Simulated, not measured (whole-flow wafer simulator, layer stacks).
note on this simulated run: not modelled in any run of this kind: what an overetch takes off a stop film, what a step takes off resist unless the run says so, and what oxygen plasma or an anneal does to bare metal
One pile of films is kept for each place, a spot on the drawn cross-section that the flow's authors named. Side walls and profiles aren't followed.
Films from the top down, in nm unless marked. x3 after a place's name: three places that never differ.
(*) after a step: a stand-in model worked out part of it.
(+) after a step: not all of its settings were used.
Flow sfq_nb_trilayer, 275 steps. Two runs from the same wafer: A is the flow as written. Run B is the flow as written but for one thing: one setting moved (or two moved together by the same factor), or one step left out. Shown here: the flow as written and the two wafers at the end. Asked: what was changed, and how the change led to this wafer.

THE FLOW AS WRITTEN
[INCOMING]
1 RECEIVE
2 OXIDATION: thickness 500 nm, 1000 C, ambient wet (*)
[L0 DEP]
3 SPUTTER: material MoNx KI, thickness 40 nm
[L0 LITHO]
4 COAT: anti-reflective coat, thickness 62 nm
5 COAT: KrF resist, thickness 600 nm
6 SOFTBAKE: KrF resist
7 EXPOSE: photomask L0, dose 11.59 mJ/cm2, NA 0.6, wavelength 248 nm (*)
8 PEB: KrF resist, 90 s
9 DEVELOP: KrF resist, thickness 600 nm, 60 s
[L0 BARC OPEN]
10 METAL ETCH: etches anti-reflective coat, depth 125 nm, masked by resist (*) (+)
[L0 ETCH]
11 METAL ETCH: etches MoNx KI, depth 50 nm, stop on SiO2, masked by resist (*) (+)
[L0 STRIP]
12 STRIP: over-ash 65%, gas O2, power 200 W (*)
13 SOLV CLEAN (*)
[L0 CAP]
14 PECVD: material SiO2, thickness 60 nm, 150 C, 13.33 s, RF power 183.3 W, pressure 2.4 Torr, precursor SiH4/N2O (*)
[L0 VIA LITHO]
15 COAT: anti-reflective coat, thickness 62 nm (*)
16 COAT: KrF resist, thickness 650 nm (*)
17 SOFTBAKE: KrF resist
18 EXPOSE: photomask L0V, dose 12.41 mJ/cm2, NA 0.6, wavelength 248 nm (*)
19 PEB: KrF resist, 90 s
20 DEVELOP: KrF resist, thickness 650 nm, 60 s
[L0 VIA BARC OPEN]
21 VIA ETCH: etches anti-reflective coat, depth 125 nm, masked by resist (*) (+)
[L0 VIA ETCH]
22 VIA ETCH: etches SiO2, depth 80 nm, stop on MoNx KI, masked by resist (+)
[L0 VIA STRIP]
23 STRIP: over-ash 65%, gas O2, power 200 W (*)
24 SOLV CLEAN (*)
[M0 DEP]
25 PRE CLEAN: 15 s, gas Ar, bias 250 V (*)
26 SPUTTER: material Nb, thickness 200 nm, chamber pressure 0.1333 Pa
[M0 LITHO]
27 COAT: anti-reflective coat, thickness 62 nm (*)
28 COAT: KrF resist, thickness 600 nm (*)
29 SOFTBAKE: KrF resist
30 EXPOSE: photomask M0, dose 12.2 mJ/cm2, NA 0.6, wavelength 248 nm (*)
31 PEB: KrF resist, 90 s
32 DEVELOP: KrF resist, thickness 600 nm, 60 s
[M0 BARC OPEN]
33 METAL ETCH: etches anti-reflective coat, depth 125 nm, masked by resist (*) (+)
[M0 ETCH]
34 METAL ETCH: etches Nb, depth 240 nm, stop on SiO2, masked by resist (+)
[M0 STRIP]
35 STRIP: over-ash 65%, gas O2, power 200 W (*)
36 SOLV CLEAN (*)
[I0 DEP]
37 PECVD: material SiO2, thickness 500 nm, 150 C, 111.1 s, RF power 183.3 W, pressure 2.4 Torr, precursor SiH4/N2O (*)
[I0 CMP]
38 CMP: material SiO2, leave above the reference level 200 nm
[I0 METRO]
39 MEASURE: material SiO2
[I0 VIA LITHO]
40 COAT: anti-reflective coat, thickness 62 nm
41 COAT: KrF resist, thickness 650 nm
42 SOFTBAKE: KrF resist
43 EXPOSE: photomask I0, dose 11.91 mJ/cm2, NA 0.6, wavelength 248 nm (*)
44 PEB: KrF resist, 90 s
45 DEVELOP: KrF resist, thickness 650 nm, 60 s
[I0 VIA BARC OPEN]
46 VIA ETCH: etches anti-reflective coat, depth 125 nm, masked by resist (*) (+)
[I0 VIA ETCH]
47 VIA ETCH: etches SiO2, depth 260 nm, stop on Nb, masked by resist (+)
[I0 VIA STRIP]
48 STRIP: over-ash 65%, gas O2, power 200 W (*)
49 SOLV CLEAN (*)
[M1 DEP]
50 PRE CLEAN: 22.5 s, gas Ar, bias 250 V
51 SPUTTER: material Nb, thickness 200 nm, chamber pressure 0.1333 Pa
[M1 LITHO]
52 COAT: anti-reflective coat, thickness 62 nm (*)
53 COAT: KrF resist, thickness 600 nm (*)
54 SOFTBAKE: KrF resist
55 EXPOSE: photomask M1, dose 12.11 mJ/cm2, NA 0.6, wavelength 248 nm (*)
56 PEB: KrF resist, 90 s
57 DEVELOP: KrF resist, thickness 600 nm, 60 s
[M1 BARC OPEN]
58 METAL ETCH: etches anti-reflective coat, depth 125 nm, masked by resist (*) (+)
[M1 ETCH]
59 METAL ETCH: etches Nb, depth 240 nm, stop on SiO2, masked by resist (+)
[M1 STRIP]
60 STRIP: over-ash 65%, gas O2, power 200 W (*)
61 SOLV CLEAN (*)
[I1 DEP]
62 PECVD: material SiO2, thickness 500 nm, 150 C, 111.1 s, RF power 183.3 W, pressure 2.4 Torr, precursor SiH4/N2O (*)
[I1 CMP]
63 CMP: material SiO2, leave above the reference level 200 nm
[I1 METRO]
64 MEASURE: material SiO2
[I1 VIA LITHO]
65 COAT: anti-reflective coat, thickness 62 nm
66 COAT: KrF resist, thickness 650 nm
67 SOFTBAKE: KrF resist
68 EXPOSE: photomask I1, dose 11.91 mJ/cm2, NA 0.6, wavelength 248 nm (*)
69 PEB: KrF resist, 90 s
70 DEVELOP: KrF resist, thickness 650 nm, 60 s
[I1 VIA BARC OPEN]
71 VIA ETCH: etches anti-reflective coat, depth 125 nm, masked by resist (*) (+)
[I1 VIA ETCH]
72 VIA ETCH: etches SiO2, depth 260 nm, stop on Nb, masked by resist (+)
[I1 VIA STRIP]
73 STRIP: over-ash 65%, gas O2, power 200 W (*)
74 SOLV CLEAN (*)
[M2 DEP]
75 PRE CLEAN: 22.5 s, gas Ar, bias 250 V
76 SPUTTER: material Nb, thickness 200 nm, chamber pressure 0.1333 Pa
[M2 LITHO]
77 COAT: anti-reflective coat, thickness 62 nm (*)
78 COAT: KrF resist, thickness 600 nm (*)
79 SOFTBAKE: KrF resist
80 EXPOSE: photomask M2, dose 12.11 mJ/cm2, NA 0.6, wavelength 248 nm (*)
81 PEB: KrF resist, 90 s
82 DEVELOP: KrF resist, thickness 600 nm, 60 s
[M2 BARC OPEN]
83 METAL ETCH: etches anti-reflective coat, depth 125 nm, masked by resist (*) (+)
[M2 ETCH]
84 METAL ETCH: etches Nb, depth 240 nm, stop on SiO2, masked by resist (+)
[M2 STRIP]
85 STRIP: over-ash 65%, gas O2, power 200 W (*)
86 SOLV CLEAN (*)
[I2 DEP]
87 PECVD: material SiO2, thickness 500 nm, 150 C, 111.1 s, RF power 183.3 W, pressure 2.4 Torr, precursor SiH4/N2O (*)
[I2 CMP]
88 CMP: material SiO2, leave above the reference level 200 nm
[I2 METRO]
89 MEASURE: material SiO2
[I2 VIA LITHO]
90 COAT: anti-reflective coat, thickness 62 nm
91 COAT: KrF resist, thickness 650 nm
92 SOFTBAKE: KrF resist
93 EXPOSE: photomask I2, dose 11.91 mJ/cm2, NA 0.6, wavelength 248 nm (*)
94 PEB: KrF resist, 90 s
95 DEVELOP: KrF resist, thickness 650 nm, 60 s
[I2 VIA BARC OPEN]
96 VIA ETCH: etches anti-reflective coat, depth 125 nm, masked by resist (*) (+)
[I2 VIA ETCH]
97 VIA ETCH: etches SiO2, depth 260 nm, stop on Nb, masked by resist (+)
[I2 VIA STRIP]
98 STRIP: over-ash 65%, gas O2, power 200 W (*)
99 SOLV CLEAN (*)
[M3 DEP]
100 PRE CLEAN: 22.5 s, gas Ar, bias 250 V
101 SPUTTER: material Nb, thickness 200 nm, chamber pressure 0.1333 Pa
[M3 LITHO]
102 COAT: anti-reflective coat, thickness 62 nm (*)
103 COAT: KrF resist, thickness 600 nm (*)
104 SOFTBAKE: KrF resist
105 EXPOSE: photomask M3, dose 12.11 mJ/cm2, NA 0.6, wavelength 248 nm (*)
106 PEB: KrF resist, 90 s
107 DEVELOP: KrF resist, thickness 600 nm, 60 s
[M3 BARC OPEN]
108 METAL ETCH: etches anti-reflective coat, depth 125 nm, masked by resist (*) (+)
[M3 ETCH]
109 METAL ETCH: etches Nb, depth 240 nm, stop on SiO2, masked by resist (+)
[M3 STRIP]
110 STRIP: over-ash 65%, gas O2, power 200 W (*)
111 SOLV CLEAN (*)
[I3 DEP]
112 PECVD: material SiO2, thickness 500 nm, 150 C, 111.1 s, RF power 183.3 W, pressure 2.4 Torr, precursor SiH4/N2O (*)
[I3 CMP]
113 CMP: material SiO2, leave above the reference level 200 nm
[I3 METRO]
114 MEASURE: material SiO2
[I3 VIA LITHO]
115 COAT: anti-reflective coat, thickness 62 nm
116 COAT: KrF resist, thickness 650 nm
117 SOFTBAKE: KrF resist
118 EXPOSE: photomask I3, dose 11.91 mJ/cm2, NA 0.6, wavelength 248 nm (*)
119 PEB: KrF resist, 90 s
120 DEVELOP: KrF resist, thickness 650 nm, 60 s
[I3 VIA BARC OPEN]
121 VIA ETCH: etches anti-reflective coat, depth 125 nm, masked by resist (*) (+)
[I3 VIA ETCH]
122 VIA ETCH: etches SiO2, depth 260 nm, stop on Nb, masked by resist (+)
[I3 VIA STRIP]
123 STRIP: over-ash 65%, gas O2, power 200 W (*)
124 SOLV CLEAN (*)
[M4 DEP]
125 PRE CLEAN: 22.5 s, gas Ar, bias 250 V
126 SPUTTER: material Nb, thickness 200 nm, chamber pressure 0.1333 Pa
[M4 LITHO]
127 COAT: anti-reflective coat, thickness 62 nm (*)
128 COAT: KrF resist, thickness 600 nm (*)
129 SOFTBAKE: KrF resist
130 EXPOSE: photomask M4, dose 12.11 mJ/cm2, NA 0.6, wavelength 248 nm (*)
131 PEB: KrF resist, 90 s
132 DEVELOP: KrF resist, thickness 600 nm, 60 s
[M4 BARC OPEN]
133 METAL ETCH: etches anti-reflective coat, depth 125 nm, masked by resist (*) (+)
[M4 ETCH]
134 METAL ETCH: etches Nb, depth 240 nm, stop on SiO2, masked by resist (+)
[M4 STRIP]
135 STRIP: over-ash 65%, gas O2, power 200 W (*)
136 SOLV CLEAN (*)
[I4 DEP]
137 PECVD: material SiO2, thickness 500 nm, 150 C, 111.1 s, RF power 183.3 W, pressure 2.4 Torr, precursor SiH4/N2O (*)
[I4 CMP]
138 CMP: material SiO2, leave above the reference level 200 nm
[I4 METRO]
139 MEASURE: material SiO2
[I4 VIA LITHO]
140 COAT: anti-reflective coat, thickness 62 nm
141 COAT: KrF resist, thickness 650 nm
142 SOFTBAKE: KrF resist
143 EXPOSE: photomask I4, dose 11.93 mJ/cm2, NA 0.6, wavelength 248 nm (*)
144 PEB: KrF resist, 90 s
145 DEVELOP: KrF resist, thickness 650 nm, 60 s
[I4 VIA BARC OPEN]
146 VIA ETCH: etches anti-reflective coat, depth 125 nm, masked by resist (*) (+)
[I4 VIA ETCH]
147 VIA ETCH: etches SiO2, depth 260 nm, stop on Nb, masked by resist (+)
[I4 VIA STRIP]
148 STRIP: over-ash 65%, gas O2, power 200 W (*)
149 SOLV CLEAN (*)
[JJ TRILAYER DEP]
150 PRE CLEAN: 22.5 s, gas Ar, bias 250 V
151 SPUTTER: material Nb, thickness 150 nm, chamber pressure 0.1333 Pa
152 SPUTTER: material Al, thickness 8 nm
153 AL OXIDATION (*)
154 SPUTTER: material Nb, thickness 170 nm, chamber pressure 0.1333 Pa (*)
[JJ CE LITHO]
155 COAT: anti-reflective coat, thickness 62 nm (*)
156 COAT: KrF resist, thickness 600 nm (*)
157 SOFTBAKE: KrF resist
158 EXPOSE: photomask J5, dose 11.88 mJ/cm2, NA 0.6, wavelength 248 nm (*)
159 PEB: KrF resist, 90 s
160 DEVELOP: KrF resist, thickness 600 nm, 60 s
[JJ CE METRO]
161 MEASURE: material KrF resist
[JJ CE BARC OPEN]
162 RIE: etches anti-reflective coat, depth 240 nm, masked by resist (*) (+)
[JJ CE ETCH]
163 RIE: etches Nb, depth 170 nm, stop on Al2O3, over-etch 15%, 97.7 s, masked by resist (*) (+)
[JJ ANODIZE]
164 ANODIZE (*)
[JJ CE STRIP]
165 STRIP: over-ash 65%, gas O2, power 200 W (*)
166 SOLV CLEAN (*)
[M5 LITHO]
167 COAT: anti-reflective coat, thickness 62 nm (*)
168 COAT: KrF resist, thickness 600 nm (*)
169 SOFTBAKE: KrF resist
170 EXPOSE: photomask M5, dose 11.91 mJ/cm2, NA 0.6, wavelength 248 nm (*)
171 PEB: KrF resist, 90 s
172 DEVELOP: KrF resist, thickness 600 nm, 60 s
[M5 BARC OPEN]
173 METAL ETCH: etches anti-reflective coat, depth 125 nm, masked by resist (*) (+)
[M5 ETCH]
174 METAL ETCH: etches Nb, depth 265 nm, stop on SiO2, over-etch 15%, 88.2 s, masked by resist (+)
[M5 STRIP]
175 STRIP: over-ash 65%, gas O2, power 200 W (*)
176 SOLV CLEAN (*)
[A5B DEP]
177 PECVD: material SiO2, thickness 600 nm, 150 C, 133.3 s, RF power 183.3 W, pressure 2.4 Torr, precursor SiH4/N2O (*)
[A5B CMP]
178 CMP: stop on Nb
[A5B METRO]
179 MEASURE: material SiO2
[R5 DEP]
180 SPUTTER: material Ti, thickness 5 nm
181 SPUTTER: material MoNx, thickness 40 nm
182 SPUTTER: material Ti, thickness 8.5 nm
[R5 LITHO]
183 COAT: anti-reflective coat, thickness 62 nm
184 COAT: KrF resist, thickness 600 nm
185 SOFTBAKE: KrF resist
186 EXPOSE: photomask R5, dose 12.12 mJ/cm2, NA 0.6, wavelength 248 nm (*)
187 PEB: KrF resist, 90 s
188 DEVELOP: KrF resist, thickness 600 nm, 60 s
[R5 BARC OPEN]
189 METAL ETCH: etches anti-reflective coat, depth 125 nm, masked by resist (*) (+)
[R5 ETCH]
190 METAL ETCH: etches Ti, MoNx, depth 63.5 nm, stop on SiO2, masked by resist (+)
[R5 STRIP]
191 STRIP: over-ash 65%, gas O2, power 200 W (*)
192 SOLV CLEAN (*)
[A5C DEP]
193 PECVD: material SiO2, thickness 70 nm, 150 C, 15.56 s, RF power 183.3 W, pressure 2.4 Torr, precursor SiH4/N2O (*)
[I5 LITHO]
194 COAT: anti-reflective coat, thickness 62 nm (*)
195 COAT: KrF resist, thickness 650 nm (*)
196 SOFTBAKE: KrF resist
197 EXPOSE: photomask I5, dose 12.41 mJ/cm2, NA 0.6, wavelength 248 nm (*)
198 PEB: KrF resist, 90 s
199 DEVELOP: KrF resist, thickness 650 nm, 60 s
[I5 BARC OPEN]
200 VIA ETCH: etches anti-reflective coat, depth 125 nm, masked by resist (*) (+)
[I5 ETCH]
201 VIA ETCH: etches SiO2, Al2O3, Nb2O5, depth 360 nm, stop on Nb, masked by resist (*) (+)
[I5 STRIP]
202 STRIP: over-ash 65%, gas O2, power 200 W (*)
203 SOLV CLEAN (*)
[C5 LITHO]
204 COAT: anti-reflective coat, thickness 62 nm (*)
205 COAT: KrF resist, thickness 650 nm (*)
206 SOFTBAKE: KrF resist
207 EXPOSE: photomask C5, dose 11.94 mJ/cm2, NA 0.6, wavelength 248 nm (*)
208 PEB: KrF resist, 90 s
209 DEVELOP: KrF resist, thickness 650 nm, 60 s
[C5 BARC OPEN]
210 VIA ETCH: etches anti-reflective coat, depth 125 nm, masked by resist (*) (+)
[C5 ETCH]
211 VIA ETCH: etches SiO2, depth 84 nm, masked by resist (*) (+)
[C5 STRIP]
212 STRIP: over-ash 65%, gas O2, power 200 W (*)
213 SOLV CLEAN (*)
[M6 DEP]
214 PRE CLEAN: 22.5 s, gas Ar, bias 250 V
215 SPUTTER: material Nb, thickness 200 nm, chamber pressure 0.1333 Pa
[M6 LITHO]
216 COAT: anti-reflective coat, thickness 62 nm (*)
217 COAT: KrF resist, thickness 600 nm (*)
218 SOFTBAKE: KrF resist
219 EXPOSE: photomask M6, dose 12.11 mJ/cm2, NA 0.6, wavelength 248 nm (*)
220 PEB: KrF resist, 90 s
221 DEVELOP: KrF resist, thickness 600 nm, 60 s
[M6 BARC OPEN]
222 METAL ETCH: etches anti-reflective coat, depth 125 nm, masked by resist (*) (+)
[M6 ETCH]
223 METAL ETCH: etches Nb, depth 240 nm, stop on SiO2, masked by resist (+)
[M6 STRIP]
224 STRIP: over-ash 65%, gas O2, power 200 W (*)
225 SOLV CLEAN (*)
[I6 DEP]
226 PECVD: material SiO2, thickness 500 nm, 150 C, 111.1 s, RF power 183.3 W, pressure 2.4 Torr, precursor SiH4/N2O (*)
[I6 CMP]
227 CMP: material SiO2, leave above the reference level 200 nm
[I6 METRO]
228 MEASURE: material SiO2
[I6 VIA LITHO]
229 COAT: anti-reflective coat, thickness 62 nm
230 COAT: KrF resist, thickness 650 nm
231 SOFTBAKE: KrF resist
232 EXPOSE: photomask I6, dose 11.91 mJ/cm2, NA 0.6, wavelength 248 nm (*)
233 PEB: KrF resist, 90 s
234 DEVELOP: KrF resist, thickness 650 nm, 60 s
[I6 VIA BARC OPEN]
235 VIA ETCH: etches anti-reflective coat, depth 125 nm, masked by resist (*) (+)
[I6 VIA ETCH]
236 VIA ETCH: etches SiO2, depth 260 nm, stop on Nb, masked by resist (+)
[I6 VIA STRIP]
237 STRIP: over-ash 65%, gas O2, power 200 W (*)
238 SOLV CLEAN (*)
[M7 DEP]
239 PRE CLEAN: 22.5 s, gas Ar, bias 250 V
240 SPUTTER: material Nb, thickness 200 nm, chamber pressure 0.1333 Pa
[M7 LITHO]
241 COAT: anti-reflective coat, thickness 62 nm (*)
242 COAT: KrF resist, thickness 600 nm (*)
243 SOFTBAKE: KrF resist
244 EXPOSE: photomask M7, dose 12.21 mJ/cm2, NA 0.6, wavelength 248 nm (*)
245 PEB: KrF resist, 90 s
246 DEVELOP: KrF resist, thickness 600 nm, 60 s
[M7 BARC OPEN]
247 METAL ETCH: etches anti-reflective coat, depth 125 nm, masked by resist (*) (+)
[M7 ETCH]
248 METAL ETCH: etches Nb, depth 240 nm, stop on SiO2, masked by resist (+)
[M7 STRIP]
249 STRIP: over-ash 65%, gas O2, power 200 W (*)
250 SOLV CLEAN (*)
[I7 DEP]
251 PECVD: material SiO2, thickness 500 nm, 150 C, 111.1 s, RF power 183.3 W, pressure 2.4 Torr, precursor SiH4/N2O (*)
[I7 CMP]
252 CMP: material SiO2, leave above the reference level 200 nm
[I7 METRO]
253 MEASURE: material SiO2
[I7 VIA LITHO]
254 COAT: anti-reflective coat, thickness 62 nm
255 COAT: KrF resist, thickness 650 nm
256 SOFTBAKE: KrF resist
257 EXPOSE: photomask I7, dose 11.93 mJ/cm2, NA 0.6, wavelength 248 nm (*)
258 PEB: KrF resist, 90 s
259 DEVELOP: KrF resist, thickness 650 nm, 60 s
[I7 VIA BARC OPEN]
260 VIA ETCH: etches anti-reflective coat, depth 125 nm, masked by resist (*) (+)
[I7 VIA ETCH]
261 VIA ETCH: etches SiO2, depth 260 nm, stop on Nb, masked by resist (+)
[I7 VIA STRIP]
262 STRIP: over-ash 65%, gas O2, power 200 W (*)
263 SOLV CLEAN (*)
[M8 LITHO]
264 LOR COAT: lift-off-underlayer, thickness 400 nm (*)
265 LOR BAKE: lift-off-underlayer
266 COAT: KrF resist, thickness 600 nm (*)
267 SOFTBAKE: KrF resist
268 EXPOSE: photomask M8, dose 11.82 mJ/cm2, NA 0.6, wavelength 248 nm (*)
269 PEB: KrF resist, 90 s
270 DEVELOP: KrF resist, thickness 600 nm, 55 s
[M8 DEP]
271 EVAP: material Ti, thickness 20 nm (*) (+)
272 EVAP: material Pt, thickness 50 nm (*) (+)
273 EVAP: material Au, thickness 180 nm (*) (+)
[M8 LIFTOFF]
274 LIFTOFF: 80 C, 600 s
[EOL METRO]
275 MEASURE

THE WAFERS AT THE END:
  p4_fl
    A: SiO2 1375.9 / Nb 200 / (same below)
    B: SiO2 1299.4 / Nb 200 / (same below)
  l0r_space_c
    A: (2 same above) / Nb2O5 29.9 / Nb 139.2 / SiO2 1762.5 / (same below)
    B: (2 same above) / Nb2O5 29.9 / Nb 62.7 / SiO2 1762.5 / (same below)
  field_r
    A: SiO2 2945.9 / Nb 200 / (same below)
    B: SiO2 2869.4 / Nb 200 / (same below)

The cause: step 151, SPUTTER: thickness 73.5 nm was run, where the flow has thickness 150 nm.

How the change led to this, step by step:
  151 SPUTTER: material Nb, thickness 150 nm, chamber pressure 0.1333 Pa
      field_l, v_sur, via_sp and 100 more: A Nb +150 (new film) | B Nb +73.5 (new film)
      via_wl, via_wr: A Nb +130.4 | B Nb +52.5
      (and at 1 more place)
  154 SPUTTER: material Nb, thickness 170 nm, chamber pressure 0.1333 Pa (*)
      via_w: A Nb +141 (new film) | B Nb +145.4 (new film)
  155 COAT: anti-reflective coat, thickness 62 nm (*)
      via_wl, via_wr: A anti-reflective coat +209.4 (new film) | B anti-reflective coat +218.6 (new film)
  162 RIE: etches anti-reflective coat, depth 240 nm, masked by resist (*) (+)
      ce_l, c5j, ce_r, wl_jj: A KrF resist -209.4 | B KrF resist -218.6
      via_wl, via_wr: A anti-reflective coat -209.4 (all of it) | B anti-reflective coat -218.6 (all of it)
  163 RIE: etches Nb, depth 170 nm, stop on Al2O3, over-etch 15%, 97.7 s, masked by resist (*) (+)
      via_w: A Nb -141 (all of it), Al2O3 -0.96 (all of it) | B Nb -145.4 (all of it), Al2O3 -0.96 (all of it)
  164 ANODIZE (*)
      via_wl, via_wr: A Al2O3 +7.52 (new film), Nb2O5 +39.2 (new film), Al -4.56 (all of it), Nb -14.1 | B Al2O3 +8.3 (new film), Nb2O5 +37.8 (new film), Al -5.03 (all of it), Nb -13.6
      via_w: A Al2O3 +10.8 (new film), Nb2O5 +33.3 (new film), Al -6.54 (all of it), Nb -12 | B Al2O3 +11.2 (new film), Nb2O5 +32.6 (new film), Al -6.79 (all of it), Nb -11.7
  165 STRIP: over-ash 65%, gas O2, power 200 W (*)
      c5j, ce_r: A KrF resist -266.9 (all of it), anti-reflective coat -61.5 (all of it) | B KrF resist -257.8 (all of it), anti-reflective coat -61.5 (all of it)
      ce_l: A KrF resist -266.8 (all of it), anti-reflective coat -61.4 (all of it) | B KrF resist -257.7 (all of it), anti-reflective coat -61.5 (all of it)
      (and at 1 more place)
  167 COAT: anti-reflective coat, thickness 62 nm (*)
      via_w: A anti-reflective coat +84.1 (new film) | B anti-reflective coat +78.6 (new film)
      ce_l: A anti-reflective coat +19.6 (new film) | B anti-reflective coat +18.8 (new film)
      (and at 1 more place)
  174 METAL ETCH: etches Nb, depth 265 nm, stop on SiO2, over-etch 15%, 88.2 s, masked by resist (+)
      field_l, r_sur, res and 50 more: A Al2O3 -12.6 (all of it), Nb2O5 -29.9 (all of it), Nb -139.2 (all of it), SiO2 -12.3 | B Al2O3 -12.6 (all of it), Nb2O5 -29.9 (all of it), Nb -62.7 (all of it), SiO2 -19.9
  175 STRIP: over-ash 65%, gas O2, power 200 W (*)
      via_w: A KrF resist -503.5 (all of it), anti-reflective coat -84.1 (all of it) | B KrF resist -496.5 (all of it), anti-reflective coat -78.6 (all of it)
      ce_l: A KrF resist -299.6 (all of it), anti-reflective coat -19.6 (all of it) | B KrF resist -300.4 (all of it), anti-reflective coat -18.8 (all of it)
      (and at 1 more place)
  178 CMP: stop on Nb
      field_l, p4_fl, p4_fm and 39 more: A SiO2 -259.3 | B SiO2 -328.2
      r_sur, res, r_end, moat, field_r, lsp_l: A SiO2 -252.3 | B SiO2 -328.2
      (and at 8 more places)
